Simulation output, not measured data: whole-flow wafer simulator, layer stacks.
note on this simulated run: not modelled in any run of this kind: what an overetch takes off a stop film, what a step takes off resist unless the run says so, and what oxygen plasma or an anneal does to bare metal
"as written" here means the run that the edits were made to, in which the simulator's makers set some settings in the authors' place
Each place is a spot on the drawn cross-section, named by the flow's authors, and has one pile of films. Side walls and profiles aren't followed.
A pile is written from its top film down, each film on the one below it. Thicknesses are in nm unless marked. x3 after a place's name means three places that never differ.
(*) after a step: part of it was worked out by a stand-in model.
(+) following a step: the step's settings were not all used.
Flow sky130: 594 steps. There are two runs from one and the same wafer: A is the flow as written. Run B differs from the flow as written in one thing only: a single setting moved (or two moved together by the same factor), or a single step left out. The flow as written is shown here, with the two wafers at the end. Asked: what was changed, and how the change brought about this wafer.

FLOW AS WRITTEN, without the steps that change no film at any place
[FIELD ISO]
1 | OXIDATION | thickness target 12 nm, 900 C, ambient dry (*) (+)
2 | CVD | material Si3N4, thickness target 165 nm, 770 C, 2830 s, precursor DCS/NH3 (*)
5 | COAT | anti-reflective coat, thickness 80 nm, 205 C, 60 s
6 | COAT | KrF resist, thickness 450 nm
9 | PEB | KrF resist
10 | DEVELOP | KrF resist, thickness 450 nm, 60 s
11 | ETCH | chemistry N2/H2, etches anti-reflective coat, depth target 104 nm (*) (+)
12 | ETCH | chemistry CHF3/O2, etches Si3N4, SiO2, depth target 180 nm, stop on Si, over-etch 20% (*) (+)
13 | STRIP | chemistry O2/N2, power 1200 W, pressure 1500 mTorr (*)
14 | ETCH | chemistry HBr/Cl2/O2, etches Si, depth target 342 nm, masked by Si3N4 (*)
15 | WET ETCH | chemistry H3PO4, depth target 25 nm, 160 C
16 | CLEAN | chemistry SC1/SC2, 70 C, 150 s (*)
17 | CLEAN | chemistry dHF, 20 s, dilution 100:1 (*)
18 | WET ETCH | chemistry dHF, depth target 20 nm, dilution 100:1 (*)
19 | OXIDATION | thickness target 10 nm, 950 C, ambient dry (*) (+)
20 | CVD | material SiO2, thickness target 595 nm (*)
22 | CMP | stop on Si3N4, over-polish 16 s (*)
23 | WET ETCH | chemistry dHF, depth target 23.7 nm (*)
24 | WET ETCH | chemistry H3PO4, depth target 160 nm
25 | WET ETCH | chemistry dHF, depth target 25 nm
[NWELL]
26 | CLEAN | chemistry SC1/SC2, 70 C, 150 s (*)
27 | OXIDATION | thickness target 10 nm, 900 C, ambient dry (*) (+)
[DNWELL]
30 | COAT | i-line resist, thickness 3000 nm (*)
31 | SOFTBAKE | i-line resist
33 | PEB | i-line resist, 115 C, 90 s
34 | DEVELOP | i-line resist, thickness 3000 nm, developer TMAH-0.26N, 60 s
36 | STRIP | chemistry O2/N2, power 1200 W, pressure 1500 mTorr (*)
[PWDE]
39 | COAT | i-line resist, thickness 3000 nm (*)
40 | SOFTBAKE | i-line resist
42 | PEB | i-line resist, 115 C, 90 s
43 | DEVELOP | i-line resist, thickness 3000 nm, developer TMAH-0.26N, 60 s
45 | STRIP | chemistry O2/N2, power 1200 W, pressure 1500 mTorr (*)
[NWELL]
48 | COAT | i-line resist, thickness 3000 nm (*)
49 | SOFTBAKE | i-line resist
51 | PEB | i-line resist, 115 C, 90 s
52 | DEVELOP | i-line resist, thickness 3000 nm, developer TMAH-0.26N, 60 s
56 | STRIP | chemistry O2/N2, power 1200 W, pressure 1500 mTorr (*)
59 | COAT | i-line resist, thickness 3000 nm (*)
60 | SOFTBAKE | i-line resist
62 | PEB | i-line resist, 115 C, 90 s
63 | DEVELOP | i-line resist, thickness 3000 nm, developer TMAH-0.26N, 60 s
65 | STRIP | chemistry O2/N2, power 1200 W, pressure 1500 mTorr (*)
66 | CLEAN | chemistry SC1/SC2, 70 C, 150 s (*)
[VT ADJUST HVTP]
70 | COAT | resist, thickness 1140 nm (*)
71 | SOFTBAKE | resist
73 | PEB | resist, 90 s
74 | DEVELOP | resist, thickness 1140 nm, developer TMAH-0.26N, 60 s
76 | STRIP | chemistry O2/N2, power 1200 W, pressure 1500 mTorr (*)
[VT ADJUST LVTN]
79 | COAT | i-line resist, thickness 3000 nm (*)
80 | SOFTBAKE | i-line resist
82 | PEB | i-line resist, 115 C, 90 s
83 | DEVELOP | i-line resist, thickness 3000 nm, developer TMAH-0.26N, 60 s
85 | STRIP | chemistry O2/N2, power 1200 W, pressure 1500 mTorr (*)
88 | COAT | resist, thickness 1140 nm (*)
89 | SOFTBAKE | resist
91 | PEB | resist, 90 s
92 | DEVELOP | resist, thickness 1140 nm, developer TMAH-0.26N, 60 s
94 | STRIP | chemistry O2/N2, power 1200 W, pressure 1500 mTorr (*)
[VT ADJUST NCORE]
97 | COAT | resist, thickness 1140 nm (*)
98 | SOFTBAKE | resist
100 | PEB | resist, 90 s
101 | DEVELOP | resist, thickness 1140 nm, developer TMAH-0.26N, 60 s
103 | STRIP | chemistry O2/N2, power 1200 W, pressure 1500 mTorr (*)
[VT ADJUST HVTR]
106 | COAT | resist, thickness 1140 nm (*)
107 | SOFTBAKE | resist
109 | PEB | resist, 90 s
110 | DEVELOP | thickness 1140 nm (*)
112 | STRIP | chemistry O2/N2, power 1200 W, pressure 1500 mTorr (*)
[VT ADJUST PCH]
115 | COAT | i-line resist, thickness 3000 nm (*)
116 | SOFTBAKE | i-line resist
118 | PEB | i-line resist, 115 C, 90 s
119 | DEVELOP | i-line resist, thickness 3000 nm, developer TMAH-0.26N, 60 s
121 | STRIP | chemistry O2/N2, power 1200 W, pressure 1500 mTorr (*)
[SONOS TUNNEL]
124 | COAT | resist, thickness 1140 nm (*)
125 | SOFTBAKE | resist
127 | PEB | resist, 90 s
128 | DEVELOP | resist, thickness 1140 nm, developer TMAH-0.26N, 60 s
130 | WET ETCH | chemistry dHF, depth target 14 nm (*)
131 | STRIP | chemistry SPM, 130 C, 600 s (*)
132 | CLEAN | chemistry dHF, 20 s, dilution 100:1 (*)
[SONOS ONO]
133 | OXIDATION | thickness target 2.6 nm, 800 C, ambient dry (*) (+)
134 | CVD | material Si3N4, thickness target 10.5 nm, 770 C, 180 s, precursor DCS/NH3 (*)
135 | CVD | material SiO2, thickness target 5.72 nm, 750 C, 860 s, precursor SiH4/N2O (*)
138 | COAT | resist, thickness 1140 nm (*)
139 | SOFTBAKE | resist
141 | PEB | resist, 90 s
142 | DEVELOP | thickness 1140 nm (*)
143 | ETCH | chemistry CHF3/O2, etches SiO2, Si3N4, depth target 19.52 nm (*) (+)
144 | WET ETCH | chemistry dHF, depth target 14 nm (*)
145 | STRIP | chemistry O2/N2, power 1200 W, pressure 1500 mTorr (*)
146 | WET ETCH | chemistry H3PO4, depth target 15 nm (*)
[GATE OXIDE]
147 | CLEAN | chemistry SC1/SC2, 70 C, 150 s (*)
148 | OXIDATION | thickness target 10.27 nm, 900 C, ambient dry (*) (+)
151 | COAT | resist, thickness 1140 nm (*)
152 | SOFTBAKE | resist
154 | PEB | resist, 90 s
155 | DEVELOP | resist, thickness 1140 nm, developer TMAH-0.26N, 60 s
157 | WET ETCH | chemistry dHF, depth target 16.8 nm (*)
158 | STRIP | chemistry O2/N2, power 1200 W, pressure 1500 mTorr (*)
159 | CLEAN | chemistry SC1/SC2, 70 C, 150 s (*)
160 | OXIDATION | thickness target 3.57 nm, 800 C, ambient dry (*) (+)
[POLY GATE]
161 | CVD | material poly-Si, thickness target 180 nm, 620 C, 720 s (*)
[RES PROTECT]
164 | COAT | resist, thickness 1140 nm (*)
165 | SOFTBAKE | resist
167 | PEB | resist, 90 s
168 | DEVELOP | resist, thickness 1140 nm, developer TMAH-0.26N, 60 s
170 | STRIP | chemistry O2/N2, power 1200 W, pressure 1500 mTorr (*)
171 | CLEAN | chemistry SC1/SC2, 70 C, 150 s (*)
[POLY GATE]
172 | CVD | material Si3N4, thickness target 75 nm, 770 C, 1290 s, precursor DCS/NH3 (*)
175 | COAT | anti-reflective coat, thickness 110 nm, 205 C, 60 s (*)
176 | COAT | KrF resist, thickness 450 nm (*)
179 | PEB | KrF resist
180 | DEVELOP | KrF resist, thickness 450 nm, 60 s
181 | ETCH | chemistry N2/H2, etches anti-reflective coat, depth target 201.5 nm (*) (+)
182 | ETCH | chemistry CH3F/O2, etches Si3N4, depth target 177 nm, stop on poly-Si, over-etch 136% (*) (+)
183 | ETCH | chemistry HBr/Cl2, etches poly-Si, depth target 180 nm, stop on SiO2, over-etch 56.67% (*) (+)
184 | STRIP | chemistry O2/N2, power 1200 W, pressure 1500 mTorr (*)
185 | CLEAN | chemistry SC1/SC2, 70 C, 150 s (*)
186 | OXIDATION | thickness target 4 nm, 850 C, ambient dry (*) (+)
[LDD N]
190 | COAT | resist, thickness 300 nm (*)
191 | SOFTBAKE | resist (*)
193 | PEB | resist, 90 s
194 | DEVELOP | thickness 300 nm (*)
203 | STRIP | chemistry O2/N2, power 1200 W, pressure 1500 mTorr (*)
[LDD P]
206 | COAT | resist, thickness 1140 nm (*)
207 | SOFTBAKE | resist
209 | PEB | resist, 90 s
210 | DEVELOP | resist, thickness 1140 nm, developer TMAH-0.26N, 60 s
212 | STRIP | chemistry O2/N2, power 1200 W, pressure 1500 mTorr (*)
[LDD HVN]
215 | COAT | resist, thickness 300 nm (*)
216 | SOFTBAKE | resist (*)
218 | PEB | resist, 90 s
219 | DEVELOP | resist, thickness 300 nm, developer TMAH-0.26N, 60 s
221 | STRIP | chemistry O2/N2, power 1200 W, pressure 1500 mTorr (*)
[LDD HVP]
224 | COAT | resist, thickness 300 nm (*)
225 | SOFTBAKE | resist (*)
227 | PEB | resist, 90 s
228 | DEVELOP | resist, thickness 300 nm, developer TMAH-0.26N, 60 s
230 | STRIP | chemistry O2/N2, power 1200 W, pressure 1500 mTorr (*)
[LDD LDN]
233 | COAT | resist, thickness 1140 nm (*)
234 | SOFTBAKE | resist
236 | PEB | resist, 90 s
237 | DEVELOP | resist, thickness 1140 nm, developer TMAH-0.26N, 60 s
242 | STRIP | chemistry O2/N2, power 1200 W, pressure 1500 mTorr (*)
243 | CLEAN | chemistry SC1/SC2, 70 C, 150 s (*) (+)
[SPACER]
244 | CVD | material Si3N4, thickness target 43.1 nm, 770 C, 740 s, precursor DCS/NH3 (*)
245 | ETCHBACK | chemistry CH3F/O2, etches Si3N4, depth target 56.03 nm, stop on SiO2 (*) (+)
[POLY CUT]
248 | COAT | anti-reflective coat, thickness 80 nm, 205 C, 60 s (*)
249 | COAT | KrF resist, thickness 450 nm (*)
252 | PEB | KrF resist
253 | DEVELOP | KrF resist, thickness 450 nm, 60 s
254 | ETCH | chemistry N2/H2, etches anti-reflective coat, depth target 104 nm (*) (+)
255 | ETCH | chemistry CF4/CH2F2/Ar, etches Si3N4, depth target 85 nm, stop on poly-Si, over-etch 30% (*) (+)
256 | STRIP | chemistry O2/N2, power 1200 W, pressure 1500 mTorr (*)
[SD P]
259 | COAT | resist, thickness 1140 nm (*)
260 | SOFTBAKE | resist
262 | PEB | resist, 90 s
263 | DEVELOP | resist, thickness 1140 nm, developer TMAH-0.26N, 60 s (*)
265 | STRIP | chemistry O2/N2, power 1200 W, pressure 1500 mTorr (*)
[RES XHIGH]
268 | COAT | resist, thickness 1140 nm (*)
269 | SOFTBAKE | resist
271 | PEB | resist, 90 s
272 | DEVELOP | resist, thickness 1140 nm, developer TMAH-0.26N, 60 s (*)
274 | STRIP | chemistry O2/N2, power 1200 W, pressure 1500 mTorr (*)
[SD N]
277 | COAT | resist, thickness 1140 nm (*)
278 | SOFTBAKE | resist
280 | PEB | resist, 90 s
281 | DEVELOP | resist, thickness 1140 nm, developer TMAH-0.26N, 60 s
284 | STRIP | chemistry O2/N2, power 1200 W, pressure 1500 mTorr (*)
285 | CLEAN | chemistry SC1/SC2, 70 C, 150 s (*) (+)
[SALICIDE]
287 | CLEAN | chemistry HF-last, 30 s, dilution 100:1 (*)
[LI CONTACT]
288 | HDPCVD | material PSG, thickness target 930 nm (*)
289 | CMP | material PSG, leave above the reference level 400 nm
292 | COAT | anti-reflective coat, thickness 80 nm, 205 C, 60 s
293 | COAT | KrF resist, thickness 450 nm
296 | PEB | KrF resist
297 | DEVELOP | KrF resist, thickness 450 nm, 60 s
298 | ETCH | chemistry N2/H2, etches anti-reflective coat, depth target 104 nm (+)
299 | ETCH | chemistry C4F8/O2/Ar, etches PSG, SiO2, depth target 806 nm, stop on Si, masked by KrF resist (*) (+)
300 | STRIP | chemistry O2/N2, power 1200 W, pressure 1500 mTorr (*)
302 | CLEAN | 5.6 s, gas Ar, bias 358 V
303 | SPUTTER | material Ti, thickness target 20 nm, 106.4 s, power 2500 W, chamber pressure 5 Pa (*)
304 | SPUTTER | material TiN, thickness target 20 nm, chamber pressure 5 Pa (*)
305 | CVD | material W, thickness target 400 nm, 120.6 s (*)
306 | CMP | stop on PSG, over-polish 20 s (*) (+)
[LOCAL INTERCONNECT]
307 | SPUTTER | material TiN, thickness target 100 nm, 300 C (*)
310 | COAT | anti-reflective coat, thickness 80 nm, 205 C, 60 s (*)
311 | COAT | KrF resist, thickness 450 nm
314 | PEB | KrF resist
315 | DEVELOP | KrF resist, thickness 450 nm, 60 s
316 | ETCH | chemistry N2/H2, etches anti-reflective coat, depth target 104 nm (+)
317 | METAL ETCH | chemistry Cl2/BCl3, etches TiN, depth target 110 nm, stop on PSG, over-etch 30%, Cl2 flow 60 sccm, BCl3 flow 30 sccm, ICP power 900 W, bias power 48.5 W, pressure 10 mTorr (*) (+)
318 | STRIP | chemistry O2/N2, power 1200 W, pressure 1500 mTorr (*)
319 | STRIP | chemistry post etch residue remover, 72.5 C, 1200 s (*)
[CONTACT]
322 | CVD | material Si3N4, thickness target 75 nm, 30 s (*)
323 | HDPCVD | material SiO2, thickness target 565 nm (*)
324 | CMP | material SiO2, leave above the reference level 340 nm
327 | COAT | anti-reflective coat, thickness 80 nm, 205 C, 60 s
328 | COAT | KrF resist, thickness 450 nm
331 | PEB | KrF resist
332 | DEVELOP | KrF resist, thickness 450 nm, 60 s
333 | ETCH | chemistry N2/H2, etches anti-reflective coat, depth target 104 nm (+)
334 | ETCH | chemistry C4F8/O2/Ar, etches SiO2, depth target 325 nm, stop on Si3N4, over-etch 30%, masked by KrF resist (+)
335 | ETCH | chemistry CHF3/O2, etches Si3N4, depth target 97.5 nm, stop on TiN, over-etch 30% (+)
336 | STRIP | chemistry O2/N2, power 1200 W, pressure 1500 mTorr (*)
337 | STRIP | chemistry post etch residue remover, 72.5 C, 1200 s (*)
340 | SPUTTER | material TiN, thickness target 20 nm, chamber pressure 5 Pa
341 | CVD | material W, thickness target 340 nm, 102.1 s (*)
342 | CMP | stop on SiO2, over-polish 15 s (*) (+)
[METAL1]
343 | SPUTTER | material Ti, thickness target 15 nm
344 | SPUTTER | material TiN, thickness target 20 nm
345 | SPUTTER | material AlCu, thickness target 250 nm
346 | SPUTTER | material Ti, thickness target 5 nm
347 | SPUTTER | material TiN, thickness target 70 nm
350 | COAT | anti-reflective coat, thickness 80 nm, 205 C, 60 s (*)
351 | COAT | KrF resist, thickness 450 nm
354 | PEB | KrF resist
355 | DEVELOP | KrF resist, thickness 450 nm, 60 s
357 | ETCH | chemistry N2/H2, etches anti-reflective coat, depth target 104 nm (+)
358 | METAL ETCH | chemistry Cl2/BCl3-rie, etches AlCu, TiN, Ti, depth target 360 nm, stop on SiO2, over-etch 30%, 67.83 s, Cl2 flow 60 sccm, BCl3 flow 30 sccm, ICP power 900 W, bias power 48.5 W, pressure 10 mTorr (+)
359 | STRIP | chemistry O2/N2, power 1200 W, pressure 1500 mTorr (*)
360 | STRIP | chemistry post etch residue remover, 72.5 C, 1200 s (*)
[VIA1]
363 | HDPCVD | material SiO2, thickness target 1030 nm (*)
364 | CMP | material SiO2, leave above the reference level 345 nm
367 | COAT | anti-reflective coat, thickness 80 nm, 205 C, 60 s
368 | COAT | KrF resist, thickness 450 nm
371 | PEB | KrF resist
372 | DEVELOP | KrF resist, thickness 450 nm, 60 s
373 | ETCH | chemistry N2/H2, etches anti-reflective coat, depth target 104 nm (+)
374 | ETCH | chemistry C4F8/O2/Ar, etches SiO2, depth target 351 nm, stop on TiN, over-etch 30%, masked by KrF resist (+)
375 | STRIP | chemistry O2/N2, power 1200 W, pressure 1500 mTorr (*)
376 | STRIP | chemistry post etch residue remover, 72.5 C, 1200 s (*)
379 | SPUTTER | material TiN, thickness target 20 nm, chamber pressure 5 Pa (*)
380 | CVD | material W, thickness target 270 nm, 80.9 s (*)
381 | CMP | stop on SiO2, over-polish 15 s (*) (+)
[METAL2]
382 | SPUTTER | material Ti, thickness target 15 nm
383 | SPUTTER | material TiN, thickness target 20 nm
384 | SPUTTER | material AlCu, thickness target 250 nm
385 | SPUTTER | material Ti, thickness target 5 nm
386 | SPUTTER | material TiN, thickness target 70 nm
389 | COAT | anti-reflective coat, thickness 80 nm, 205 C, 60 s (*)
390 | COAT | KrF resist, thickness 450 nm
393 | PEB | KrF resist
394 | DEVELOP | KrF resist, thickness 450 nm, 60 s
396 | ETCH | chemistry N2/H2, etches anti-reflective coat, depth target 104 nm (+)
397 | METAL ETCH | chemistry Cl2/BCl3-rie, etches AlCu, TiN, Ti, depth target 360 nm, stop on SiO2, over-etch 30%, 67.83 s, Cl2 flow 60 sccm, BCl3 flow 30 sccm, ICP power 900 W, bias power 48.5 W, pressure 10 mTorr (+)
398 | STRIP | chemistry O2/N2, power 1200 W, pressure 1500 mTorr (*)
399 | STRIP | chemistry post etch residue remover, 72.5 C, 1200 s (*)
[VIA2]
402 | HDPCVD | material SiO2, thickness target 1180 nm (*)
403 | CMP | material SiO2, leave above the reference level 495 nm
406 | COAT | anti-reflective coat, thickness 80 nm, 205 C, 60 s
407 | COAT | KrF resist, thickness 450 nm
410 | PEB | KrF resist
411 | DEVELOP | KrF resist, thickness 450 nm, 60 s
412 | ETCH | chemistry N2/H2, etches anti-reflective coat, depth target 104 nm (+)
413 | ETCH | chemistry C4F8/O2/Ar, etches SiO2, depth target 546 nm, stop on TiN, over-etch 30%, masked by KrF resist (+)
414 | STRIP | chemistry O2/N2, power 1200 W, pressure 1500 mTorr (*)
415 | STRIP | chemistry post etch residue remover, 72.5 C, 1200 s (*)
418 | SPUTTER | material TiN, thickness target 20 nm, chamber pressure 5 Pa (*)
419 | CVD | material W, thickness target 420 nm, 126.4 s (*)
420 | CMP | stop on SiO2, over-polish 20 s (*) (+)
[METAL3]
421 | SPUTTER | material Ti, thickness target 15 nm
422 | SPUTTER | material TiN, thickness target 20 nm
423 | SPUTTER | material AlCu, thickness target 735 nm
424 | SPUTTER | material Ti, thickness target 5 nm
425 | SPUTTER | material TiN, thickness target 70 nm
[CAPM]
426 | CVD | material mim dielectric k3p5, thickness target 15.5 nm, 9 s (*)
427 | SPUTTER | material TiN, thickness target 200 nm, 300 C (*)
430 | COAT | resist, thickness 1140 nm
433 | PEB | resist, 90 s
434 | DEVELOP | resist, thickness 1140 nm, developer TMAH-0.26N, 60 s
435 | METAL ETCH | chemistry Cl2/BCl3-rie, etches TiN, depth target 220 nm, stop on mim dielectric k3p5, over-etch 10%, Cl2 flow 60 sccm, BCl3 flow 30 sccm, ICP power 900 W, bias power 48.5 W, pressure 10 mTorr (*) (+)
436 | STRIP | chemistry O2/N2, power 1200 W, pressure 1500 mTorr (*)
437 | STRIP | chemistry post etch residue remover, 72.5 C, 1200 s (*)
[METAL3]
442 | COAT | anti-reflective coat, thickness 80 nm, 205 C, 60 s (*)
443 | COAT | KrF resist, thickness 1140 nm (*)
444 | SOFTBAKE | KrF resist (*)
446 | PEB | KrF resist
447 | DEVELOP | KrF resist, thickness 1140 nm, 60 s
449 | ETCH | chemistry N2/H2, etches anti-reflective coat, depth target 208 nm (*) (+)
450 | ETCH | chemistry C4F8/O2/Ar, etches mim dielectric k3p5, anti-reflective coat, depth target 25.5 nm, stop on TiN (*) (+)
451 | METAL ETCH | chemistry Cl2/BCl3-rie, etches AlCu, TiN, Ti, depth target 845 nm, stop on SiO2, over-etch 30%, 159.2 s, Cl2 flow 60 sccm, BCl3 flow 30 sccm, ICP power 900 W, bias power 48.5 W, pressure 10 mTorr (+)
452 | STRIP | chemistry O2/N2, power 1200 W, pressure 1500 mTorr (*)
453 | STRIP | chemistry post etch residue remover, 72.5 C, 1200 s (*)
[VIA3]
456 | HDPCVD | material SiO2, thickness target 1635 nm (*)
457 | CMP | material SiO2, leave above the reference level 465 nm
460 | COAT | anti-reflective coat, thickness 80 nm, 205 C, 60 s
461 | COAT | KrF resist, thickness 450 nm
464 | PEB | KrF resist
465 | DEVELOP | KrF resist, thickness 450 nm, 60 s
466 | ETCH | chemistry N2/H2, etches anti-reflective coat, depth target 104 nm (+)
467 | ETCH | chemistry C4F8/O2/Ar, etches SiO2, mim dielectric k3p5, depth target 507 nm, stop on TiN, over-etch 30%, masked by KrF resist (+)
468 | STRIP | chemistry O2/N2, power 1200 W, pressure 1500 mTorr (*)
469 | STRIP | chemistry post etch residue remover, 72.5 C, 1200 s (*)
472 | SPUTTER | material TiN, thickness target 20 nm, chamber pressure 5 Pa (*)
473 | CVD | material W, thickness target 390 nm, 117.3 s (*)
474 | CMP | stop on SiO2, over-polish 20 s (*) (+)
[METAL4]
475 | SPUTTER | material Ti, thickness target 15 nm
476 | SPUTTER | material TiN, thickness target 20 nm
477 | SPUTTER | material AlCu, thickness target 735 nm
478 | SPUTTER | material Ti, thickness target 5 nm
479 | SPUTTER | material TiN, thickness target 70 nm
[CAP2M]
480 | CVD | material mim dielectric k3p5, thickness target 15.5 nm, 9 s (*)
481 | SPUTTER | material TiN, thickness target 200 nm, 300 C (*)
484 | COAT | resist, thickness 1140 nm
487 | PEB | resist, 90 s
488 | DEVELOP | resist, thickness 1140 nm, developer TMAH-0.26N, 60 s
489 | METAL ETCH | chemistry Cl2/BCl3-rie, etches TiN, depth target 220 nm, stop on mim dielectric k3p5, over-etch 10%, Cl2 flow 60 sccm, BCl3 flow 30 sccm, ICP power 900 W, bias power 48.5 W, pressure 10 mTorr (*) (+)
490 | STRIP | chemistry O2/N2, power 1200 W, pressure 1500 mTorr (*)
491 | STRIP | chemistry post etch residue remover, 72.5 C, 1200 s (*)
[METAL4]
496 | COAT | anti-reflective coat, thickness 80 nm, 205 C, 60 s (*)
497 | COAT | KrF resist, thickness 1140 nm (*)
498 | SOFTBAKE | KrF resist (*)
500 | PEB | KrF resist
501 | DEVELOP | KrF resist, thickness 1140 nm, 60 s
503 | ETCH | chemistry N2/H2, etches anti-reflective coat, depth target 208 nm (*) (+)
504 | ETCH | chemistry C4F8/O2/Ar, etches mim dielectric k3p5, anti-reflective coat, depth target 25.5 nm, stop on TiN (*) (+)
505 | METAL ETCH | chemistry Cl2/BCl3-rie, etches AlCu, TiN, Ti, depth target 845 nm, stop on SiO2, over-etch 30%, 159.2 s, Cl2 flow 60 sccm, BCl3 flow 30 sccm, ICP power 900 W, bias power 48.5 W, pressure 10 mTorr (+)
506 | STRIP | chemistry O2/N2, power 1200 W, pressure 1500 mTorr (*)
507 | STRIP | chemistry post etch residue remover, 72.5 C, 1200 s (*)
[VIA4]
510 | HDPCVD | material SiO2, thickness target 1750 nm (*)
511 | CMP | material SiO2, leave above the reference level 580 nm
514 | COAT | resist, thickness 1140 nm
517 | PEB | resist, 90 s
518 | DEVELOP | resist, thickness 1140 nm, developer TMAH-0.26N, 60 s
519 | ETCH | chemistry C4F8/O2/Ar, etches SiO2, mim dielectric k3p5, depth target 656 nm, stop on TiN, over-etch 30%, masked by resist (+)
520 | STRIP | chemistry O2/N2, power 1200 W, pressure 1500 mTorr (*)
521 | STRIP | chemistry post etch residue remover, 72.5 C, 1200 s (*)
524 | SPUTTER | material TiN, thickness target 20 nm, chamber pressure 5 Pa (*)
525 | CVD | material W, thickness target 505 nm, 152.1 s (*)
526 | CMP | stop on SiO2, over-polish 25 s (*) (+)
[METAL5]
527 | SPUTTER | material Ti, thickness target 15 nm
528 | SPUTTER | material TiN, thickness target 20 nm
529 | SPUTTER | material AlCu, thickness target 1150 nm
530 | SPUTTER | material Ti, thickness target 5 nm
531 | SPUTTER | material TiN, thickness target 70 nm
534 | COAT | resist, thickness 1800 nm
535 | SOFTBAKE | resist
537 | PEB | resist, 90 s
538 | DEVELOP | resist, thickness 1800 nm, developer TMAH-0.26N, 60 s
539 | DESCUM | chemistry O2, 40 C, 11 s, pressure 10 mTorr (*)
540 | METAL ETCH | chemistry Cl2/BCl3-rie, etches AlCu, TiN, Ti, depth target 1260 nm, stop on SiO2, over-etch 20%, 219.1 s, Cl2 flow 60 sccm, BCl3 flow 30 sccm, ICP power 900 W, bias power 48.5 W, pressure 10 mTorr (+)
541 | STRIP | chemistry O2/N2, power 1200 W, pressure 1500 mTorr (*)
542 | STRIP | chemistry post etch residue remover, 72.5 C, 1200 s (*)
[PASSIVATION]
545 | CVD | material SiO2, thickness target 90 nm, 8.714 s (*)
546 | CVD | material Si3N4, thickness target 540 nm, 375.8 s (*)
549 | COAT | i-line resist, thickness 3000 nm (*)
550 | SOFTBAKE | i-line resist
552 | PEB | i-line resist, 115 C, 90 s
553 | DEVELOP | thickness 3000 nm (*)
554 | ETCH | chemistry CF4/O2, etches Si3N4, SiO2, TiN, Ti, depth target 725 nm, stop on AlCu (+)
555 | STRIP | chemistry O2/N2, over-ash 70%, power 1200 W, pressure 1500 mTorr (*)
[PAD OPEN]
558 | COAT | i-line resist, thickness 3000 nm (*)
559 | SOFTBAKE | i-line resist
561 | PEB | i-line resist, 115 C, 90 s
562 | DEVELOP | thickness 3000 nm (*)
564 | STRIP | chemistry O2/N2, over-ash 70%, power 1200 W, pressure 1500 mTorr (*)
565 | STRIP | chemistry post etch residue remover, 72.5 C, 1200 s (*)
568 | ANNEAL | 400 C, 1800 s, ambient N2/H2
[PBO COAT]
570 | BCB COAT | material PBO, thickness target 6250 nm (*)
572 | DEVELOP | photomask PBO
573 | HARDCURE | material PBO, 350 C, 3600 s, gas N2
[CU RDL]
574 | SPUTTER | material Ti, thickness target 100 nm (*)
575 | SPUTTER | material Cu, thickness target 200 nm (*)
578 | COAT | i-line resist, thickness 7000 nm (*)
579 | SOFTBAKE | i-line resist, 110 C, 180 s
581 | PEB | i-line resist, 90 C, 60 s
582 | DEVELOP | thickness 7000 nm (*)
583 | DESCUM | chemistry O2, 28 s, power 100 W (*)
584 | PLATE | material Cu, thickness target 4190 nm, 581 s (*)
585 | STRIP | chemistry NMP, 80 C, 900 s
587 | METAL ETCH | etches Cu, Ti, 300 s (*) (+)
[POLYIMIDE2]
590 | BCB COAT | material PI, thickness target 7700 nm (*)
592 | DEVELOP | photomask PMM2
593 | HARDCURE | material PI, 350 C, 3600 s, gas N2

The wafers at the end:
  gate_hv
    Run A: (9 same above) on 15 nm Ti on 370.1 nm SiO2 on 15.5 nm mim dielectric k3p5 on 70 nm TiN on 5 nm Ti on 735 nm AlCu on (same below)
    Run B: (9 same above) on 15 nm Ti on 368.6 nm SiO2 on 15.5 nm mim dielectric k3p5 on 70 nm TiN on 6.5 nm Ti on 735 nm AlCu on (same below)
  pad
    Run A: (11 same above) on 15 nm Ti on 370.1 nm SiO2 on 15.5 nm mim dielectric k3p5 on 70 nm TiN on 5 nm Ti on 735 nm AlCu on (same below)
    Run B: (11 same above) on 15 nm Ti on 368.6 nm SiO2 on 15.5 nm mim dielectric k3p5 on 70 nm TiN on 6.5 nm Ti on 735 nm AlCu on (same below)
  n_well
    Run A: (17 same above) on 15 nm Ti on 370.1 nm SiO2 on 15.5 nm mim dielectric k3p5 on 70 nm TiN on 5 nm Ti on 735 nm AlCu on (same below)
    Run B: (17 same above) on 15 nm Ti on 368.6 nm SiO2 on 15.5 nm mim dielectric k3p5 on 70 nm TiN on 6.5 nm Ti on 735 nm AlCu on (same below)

Cause: step 424, SPUTTER: thickness target 6.5 nm was run, while the flow as written has thickness target 5 nm.
The wafer lets one read it off: gate_hv has Ti 6.5, and step 424 as written asks for 5 nm.

Step by step, how the change led to this:
  424 | SPUTTER | material Ti, thickness target 5 nm
      field, active, n_well and 188 more: A +5 Ti (new film) | B +6.5 Ti (new film)
  451 | METAL ETCH | chemistry Cl2/BCl3-rie, etches AlCu, TiN, Ti, depth target 845 nm, stop on SiO2, over-etch 30%, 159.2 s, Cl2 flow 60 sccm, BCl3 flow 30 sccm, ICP power 900 W, bias power 48.5 W, pressure 10 mTorr (+)
      field, active, gate and 69 more: A -70 TiN (all of it), -5 Ti (all of it), -735 AlCu (all of it), -20 TiN (all of it), -15 Ti (all of it), -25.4 SiO2 | B -70 TiN (all of it), -6.5 Ti (all of it), -735 AlCu (all of it), -20 TiN (all of it), -15 Ti (all of it), -25.2 SiO2
      vpp_ln, vpp_iso2, ndiff_ln and 10 more: A -70 TiN (all of it), -5 Ti (all of it), -735 AlCu (all of it), -20 TiN (all of it), -15 Ti (all of it), -25.3 SiO2 | B -70 TiN (all of it), -6.5 Ti (all of it), -735 AlCu (all of it), -20 TiN (all of it), -15 Ti (all of it), -25.2 SiO2
  550 | SOFTBAKE | i-line resist
      via1_enc: A -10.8 i-line resist | B -10.1 i-line resist
  559 | SOFTBAKE | i-line resist
      via1_enc: A -10.8 i-line resist | B -10.1 i-line resist
